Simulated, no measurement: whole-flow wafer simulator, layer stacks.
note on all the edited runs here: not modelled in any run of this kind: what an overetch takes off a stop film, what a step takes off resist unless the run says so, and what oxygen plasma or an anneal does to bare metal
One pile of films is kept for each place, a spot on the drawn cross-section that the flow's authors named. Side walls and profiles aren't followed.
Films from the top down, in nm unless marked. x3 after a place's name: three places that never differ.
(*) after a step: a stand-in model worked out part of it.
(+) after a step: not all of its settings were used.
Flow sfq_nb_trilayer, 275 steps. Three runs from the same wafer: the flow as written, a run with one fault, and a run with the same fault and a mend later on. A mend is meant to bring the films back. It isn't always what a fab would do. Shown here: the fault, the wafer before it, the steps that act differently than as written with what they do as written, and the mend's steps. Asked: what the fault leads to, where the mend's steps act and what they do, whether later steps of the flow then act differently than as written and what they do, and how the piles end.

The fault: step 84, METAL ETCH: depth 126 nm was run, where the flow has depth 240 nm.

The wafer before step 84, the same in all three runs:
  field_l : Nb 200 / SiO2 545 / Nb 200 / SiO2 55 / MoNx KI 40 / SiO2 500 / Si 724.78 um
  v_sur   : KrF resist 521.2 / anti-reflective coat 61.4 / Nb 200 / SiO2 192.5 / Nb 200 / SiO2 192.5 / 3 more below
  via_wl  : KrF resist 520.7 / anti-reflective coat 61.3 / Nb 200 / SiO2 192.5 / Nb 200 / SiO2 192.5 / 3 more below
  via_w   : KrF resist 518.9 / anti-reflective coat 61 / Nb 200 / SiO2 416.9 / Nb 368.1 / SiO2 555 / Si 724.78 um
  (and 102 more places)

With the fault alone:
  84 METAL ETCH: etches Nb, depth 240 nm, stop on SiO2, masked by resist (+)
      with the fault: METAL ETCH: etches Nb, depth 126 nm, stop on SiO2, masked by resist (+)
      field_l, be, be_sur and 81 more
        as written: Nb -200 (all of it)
        with the fault: Nb -126
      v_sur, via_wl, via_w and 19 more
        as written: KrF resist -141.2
        with the fault: KrF resist -74.1
  Later steps of the flow that act differently than as written:
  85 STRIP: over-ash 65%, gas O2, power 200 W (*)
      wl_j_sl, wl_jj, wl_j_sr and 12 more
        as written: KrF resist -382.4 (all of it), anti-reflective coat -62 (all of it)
        with the fault: KrF resist -449.4 (all of it), anti-reflective coat -62 (all of it)
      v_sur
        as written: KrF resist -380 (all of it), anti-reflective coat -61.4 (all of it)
        with the fault: KrF resist -447.1 (all of it), anti-reflective coat -61.4 (all of it)
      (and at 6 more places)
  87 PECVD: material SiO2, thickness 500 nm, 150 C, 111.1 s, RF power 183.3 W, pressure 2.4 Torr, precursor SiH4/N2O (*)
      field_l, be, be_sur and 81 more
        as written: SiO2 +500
        with the fault: SiO2 +500 (new film)
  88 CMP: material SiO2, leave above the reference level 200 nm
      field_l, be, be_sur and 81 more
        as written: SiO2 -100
        with the fault: SiO2 -174
  At the end the piles differ from the flow's by more than 2% or 0.5 nm, whichever is larger, at field_l, be, be_sur and 81 more.
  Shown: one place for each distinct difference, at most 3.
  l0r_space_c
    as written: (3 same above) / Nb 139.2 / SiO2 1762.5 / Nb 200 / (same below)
    with the fault: (3 same above) / Nb 139.2 / SiO2 1103.5 / Nb 74 / SiO2 585 / Nb 200 / (same below)
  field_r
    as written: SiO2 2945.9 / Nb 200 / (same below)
    with the fault: SiO2 2286.9 / Nb 74 / SiO2 585 / Nb 200 / (same below)
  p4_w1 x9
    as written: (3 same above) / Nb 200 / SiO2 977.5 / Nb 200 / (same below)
    with the fault: (3 same above) / Nb 200 / SiO2 318.5 / Nb 74 / SiO2 585 / Nb 200 / (same below)

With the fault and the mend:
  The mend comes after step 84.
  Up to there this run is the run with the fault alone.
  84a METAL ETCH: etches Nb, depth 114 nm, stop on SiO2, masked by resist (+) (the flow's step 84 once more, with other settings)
      field_l, be, be_sur and 81 more
        Nb -74 (all of it)
      v_sur, via_wl, via_w and 19 more
        KrF resist -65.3
  No later step of the flow acts differently than as written, at any place that is followed, by more than 2% or 0.5 nm, whichever is larger.
  At the end the piles are the same as the flow's at every place that both follow.
